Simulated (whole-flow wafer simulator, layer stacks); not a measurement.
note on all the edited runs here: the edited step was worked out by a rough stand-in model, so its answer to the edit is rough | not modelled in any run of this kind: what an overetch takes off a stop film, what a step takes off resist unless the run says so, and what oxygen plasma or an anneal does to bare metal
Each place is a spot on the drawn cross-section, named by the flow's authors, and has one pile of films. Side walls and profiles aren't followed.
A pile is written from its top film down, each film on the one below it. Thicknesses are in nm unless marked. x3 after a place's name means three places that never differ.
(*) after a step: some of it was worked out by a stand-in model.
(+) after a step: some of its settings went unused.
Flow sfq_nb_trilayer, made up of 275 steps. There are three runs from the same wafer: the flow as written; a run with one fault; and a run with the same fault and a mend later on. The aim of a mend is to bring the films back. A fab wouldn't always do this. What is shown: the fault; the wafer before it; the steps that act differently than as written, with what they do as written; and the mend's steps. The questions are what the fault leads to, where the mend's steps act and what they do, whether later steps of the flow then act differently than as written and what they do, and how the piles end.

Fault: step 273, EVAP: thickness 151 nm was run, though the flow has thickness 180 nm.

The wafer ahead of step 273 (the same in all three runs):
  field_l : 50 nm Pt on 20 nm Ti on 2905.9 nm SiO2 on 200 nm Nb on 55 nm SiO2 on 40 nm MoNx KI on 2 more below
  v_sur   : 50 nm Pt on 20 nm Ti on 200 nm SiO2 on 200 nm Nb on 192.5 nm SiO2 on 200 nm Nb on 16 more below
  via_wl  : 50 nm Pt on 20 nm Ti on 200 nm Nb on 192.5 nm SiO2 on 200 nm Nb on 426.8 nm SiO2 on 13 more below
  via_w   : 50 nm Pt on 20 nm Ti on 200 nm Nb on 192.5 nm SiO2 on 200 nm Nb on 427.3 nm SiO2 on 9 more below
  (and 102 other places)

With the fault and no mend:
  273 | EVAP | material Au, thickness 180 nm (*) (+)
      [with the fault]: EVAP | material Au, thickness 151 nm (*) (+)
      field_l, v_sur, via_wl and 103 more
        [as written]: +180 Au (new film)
        [with the fault]: +151 Au (new film)
  Steps later in the flow that act otherwise than as written:
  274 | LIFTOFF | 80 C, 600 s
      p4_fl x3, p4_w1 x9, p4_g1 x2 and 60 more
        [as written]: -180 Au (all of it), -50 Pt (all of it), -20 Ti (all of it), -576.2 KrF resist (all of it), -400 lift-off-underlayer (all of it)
        [with the fault]: -151 Au (all of it), -50 Pt (all of it), -20 Ti (all of it), -576.2 KrF resist (all of it), -400 lift-off-underlayer (all of it)
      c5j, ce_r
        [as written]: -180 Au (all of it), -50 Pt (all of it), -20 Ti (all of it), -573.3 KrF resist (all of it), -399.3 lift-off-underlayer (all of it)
        [with the fault]: -151 Au (all of it), -50 Pt (all of it), -20 Ti (all of it), -573.3 KrF resist (all of it), -399.3 lift-off-underlayer (all of it)
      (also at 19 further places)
  By the end, the piles at field_l, v_sur, via_wl and 8 more depart from the flow's by more than 2% or 0.5 nm, whichever is larger.
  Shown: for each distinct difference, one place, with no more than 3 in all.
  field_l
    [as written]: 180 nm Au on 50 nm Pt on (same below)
    [with the fault]: 151 nm Au on 50 nm Pt on (same below)

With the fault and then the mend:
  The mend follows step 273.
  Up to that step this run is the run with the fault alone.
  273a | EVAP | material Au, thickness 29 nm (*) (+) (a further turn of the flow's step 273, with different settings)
      field_l, v_sur, via_wl and 103 more
        +29 Au
  Later steps of the flow that are run all act as written at every place that is followed.
  At every place that both follow, the piles at the end match the flow's.
